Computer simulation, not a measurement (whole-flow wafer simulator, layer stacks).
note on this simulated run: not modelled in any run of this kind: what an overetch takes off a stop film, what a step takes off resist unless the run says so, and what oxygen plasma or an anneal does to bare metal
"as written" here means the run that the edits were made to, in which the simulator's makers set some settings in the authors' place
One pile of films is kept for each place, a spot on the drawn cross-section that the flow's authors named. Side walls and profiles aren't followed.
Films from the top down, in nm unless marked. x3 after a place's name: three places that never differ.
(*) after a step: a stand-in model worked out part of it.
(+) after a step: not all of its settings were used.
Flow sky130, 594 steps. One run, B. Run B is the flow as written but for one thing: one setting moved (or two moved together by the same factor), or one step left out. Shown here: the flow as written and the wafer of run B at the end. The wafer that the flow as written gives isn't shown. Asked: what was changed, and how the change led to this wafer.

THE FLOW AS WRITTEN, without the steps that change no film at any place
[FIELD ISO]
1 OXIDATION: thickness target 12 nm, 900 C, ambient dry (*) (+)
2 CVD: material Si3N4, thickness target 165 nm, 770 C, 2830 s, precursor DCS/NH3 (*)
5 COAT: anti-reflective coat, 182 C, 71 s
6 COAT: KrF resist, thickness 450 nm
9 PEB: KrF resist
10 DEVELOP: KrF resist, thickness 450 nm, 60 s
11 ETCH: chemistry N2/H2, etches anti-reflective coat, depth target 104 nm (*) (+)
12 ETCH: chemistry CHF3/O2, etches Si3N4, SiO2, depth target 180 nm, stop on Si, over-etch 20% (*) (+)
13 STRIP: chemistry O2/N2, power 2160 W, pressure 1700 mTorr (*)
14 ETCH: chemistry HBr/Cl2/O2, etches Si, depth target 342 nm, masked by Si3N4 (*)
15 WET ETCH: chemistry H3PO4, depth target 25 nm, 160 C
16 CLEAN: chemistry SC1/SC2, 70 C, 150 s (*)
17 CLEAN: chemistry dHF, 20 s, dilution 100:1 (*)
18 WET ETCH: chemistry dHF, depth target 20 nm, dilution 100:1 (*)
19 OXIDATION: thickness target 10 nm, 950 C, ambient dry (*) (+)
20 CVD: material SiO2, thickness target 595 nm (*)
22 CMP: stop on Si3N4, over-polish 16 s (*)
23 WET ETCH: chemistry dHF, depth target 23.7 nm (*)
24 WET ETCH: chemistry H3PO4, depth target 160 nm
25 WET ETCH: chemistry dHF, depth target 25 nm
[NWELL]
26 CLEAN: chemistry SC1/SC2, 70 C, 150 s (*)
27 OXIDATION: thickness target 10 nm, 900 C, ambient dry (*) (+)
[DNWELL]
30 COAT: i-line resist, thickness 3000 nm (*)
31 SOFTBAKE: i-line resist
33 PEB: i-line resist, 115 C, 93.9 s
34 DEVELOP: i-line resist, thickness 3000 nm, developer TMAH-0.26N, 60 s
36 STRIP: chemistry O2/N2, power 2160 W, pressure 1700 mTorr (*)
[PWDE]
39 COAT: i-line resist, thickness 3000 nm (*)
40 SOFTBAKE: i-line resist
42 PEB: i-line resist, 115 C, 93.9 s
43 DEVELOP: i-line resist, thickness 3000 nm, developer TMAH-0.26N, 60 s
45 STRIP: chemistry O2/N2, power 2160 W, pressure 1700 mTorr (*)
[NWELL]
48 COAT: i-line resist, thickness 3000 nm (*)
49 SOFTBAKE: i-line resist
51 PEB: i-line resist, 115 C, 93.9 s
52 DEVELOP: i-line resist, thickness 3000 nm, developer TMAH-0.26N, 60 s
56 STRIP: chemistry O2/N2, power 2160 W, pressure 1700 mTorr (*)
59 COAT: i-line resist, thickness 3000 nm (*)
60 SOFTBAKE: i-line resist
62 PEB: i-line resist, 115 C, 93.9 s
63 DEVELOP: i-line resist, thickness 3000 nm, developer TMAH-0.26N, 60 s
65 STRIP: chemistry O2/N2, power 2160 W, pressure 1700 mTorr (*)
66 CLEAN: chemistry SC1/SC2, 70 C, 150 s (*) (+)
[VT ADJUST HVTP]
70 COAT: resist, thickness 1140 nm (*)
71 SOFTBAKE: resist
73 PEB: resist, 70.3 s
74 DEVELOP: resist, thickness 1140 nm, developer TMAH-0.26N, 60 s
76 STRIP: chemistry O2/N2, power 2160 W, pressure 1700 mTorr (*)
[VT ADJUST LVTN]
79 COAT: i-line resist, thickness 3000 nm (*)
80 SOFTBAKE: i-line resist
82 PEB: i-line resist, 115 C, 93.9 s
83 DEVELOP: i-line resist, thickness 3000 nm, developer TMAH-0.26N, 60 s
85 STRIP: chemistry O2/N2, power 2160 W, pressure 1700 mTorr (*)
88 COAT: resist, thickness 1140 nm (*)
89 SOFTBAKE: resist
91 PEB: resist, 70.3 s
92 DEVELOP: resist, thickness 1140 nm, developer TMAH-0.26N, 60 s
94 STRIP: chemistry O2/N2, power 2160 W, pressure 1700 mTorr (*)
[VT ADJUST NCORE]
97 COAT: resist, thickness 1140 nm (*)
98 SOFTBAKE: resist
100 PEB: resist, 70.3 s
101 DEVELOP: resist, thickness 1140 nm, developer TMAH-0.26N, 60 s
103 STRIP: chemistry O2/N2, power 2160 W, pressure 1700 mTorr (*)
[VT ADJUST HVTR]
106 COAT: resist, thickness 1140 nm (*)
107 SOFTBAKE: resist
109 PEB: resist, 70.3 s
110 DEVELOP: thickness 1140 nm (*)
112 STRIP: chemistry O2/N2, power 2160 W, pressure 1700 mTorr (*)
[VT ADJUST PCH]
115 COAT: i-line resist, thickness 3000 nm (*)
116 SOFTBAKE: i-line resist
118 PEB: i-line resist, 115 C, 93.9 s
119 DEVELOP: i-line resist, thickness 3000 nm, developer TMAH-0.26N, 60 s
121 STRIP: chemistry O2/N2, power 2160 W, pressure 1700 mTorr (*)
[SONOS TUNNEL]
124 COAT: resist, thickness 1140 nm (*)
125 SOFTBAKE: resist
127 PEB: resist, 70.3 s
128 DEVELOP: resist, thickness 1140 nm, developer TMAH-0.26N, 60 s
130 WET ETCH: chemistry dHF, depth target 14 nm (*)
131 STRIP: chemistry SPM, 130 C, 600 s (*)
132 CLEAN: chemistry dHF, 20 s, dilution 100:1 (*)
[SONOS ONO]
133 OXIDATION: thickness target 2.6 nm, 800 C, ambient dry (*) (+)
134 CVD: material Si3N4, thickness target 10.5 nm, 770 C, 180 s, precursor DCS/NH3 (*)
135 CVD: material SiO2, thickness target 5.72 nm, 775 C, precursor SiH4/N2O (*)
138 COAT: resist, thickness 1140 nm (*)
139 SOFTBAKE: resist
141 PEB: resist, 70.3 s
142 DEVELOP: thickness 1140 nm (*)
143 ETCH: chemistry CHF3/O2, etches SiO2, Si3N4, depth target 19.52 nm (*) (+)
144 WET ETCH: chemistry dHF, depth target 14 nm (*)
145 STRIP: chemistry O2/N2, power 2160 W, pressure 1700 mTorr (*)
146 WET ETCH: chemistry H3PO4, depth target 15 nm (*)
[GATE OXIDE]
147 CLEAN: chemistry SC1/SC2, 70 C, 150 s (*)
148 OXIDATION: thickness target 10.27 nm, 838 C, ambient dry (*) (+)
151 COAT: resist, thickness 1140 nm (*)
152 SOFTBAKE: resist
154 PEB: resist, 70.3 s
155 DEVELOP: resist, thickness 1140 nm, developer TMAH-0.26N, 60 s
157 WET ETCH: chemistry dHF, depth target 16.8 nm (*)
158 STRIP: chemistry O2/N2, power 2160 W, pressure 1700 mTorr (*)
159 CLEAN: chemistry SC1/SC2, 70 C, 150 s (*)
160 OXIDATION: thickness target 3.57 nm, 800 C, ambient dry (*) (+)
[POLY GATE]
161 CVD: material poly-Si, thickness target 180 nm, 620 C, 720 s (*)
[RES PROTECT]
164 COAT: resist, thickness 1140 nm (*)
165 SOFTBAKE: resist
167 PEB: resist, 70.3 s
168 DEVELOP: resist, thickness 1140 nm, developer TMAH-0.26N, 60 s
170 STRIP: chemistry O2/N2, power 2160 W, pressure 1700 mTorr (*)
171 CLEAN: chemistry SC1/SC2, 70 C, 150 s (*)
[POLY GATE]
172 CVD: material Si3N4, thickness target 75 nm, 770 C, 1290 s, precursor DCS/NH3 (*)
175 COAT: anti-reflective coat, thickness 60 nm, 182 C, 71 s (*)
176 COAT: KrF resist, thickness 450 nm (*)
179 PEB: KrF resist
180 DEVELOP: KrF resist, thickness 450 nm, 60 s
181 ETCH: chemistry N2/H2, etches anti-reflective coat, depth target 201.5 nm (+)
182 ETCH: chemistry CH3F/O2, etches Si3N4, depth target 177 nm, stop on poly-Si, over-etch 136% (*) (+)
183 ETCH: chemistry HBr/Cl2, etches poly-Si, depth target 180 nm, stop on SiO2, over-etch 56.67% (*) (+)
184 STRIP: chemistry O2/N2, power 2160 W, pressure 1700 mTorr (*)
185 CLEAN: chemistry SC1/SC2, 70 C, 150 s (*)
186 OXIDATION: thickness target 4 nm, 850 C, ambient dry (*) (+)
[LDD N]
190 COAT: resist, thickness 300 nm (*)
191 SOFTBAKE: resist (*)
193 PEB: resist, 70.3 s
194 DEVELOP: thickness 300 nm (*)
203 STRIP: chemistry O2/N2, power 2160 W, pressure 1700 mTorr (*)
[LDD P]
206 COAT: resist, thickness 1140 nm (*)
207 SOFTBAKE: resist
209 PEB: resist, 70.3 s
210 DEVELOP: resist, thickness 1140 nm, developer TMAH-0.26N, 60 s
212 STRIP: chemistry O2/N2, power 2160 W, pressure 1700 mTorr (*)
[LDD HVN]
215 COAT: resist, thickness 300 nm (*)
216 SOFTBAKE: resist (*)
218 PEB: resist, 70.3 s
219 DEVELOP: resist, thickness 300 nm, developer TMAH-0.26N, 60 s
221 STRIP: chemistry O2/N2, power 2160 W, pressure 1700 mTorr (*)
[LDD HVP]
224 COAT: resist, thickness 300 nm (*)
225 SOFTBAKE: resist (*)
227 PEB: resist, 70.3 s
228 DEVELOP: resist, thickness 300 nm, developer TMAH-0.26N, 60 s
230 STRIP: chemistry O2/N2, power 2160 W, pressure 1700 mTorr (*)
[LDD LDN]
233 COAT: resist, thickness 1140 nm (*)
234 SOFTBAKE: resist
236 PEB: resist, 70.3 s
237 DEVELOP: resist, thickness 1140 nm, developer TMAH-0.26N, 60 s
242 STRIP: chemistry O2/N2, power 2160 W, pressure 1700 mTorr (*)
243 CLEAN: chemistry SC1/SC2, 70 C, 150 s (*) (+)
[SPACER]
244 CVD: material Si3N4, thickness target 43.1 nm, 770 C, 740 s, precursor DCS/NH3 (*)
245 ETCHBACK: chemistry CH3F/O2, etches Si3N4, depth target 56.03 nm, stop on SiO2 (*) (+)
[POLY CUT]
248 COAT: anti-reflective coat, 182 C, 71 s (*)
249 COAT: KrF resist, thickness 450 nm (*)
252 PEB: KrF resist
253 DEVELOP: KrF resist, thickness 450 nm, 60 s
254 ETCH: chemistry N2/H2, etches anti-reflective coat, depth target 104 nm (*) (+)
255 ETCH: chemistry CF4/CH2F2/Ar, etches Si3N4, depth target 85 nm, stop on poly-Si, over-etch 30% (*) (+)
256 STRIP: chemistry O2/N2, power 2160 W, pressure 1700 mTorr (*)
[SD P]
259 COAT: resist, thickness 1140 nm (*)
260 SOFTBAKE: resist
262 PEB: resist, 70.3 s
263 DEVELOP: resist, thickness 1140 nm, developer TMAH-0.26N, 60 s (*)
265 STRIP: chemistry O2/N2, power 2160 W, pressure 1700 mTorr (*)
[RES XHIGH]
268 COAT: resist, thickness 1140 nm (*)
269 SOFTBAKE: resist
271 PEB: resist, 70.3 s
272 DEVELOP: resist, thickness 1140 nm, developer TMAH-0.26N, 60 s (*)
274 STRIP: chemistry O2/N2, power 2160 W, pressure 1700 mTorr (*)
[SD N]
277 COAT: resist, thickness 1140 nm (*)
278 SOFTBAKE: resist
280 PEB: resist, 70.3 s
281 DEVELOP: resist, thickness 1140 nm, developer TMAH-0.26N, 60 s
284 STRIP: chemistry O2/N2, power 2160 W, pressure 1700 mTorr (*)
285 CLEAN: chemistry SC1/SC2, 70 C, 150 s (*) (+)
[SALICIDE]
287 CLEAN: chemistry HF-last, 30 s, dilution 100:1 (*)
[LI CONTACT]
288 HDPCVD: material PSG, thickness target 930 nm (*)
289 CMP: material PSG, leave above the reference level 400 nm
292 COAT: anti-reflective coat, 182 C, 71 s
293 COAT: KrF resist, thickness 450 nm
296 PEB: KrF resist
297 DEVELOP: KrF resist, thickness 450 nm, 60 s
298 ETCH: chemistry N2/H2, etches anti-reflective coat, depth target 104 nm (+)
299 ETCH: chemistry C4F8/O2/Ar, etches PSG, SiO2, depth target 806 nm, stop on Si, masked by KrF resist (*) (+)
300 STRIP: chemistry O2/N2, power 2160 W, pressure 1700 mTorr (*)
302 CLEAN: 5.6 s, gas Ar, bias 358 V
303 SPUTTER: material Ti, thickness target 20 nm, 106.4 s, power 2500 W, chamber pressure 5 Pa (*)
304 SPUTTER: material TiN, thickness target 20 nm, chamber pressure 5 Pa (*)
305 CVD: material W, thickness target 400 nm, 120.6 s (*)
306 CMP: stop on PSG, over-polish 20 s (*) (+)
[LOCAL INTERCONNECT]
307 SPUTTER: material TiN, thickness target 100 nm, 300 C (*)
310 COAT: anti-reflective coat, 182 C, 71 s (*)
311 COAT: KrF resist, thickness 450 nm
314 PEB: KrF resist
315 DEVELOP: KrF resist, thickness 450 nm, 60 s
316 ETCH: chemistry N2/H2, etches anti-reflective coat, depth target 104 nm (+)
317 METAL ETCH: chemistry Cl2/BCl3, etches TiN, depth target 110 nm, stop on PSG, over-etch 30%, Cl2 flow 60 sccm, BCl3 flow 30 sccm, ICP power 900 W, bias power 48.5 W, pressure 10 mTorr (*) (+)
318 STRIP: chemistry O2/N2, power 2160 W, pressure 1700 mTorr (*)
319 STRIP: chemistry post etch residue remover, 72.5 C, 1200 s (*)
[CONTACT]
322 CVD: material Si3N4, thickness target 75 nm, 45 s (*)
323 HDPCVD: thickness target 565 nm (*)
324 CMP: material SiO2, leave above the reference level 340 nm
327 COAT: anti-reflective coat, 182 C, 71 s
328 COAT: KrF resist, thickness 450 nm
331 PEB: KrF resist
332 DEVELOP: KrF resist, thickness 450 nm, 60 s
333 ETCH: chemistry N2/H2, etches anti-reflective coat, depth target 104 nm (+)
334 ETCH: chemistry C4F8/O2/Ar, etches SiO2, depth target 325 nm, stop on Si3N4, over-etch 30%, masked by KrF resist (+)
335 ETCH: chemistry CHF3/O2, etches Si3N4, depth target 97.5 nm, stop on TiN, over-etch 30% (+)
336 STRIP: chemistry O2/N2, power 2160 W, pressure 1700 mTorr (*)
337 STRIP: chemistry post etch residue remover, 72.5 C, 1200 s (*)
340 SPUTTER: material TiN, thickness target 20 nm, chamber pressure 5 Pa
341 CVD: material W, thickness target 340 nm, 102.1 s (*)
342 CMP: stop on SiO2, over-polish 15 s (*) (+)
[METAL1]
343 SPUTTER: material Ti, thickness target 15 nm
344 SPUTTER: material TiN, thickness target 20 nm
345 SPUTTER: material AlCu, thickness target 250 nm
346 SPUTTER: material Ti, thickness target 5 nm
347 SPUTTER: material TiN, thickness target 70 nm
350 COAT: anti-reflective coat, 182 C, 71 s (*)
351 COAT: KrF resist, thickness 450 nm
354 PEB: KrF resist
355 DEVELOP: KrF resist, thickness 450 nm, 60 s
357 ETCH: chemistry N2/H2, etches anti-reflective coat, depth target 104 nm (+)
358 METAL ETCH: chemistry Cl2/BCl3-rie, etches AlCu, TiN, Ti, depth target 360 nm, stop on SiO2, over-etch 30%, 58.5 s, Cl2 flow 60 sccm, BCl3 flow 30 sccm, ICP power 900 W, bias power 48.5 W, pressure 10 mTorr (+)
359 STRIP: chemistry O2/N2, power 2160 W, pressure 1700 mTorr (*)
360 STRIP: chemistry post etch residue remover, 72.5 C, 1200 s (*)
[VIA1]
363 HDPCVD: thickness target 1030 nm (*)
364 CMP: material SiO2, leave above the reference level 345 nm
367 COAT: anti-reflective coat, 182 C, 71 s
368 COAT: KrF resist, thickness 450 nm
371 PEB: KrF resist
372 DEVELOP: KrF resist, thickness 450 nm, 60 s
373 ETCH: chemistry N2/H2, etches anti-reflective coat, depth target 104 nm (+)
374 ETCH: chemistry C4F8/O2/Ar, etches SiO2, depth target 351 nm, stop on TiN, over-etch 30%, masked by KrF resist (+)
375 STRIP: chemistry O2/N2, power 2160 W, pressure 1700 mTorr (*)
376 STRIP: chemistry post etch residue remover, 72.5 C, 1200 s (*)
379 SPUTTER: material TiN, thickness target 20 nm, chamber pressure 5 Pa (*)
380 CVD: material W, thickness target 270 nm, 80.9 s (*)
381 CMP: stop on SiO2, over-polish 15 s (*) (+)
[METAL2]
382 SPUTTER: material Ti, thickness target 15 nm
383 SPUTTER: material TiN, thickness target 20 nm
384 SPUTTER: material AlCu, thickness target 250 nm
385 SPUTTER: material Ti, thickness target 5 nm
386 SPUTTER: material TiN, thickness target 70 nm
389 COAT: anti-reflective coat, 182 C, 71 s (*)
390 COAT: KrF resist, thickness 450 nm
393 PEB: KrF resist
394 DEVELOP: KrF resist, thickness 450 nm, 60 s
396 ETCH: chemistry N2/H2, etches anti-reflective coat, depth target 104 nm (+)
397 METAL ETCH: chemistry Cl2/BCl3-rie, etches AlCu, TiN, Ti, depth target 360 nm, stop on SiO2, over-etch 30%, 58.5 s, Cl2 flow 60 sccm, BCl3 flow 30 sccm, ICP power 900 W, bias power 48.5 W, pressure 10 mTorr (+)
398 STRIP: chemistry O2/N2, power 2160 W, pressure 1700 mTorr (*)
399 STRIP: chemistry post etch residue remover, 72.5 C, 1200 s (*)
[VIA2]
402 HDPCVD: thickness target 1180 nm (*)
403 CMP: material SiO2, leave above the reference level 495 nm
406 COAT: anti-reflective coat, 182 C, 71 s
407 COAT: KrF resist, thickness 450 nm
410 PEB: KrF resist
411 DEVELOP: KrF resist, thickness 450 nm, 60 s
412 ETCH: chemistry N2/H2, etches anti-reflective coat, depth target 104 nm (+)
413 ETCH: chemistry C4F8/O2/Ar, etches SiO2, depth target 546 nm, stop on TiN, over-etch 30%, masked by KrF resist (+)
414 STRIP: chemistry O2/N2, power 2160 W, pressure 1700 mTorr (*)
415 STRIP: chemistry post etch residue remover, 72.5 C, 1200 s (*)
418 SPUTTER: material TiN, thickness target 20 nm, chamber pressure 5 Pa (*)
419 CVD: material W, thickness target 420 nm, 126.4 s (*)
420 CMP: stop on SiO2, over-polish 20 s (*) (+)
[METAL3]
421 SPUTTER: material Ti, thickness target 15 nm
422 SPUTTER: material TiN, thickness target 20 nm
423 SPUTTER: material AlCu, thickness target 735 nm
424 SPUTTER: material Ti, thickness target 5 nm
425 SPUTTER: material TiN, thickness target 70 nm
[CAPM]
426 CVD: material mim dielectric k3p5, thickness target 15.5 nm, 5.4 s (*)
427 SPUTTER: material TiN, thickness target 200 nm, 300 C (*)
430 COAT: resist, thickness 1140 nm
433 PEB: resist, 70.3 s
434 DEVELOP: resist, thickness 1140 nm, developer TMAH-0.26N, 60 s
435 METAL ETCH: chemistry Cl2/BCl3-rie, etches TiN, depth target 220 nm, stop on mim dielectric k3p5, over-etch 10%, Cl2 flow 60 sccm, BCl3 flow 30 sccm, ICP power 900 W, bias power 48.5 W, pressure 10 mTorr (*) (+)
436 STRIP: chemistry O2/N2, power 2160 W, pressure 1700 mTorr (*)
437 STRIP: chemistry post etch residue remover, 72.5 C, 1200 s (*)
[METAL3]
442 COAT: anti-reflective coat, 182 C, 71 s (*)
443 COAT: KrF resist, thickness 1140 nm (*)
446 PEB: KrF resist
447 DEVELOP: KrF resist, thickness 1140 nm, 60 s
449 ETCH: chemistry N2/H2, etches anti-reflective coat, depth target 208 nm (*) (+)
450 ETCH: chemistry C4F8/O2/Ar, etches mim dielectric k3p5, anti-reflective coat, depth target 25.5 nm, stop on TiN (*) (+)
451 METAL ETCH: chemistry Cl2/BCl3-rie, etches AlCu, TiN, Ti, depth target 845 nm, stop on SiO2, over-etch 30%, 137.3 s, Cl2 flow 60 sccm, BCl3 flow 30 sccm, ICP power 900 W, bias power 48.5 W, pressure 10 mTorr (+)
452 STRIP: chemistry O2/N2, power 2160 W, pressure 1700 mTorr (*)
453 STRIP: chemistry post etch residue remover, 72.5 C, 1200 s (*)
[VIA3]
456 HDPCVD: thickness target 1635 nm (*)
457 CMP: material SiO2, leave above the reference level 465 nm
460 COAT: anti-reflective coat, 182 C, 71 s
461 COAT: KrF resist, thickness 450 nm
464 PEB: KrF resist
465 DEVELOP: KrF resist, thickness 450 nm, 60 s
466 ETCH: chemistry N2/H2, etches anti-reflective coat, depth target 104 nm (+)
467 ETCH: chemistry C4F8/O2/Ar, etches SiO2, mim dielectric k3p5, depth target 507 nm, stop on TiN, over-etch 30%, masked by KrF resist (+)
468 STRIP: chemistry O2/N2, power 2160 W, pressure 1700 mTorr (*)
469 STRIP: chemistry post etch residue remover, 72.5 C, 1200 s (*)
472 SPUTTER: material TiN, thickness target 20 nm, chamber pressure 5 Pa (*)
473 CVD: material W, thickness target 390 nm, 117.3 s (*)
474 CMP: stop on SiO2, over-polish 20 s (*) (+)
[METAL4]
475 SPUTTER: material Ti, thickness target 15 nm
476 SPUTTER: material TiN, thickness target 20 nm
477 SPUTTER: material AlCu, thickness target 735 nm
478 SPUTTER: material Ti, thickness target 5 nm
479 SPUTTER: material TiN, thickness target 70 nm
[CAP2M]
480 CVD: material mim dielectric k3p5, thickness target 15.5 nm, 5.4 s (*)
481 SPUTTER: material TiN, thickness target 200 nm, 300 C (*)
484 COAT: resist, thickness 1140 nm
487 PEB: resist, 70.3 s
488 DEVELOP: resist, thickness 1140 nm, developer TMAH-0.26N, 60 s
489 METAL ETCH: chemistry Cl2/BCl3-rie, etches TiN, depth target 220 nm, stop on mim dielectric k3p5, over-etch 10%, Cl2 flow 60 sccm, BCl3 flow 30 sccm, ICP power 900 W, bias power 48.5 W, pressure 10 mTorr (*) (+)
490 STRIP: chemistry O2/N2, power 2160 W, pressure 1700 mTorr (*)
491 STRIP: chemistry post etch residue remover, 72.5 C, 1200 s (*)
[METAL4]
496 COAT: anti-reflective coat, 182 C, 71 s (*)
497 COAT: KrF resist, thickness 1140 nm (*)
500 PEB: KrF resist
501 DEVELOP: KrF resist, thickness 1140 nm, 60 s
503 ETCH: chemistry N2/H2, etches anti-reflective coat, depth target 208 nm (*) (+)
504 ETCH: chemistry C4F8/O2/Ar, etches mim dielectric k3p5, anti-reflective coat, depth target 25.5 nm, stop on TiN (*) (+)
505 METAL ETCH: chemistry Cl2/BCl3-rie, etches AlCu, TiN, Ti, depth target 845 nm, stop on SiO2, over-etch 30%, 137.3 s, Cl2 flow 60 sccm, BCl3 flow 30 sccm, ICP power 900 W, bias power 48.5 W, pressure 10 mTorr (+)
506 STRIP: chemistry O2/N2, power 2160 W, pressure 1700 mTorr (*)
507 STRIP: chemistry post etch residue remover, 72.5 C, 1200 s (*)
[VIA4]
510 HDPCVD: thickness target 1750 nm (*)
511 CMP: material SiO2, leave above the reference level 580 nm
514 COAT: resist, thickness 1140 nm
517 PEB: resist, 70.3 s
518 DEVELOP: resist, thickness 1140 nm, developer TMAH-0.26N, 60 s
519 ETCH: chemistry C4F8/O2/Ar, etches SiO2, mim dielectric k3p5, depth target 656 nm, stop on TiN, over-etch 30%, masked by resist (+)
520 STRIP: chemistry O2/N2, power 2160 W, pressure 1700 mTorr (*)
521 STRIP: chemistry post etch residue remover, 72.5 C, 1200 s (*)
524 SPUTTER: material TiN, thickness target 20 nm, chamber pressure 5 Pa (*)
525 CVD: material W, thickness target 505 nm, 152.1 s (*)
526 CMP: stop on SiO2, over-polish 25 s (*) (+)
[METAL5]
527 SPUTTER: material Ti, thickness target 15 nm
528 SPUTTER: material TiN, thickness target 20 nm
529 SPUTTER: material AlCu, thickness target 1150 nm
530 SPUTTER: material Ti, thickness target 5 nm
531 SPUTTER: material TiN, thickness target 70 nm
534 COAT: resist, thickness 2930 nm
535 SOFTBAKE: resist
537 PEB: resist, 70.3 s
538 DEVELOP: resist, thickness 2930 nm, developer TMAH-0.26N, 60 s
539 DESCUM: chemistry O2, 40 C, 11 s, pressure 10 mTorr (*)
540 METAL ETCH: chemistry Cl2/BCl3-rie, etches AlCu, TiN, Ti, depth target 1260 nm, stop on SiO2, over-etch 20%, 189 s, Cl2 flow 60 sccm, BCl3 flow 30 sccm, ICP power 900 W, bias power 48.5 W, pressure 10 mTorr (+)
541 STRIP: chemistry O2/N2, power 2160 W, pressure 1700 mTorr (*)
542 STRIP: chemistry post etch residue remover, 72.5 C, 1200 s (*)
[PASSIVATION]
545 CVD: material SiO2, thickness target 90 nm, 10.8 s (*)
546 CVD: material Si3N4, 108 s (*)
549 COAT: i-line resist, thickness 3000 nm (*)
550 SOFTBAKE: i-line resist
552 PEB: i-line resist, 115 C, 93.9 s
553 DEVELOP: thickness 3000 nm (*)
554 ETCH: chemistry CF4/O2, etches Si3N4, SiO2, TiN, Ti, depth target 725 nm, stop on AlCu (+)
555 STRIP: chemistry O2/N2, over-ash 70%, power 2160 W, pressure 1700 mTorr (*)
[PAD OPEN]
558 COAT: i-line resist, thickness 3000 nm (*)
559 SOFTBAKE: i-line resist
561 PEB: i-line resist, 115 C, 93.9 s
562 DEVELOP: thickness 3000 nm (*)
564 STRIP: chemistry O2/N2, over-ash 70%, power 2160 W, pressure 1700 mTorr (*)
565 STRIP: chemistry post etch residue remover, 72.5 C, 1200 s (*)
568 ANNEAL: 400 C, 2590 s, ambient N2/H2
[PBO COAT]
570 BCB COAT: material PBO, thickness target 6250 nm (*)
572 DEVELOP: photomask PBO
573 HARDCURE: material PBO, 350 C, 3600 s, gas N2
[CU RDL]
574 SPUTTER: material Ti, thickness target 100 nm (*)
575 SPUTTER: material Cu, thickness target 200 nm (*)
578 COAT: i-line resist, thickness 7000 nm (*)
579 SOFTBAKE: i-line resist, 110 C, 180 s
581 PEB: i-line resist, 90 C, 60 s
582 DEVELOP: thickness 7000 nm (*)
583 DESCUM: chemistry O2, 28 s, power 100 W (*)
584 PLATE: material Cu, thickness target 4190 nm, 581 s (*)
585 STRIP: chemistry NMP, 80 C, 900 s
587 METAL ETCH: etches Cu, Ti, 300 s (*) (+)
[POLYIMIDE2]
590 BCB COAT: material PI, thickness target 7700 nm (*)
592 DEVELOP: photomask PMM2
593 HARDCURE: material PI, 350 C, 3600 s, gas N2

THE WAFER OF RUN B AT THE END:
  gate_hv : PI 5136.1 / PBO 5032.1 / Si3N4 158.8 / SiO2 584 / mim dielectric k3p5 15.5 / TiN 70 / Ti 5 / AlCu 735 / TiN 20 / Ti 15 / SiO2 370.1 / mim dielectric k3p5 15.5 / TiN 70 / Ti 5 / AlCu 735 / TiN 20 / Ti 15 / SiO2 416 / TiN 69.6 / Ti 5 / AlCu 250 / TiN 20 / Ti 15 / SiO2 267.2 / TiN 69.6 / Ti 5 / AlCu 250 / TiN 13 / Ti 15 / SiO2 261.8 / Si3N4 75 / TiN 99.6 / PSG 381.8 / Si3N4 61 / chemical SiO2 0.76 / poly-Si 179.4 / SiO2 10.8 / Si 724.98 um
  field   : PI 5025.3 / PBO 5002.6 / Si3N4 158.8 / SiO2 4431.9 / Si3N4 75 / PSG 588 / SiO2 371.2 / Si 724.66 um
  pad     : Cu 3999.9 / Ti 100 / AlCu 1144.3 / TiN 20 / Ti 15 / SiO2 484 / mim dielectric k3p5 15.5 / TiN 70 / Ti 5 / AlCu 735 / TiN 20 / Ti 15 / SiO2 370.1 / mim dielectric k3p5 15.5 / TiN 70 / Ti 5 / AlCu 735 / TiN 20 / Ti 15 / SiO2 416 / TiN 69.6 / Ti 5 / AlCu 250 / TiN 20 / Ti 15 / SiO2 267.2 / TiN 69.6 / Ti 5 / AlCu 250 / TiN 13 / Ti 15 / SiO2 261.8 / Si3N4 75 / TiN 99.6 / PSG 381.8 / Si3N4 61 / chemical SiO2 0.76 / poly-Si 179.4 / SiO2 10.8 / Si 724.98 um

The cause: step 344, SPUTTER: thickness target 13 nm was run, where the flow has thickness target 20 nm.
It can be read off the wafer: gate_hv has TiN 13, and step 344 as written asks for 20 nm.

How the change led to this, step by step:
  344 SPUTTER: material TiN, thickness target 20 nm
      field, active, n_well and 188 more: TiN +13 (new film) (as written it would be: TiN +20 (new film))
  358 METAL ETCH: chemistry Cl2/BCl3-rie, etches AlCu, TiN, Ti, depth target 360 nm, stop on SiO2, over-etch 30%, 58.5 s, Cl2 flow 60 sccm, BCl3 flow 30 sccm, ICP power 900 W, bias power 48.5 W, pressure 10 mTorr (+)
      field, active, gate and 81 more: TiN -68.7 (all of it), Ti -5 (all of it), AlCu -250 (all of it), TiN -13 (all of it), Ti -15 (all of it), SiO2 -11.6 (as written it would be: TiN -68.7 (all of it), Ti -5 (all of it), AlCu -250 (all of it), TiN -20 (all of it), Ti -15 (all of it), SiO2 -10.9)
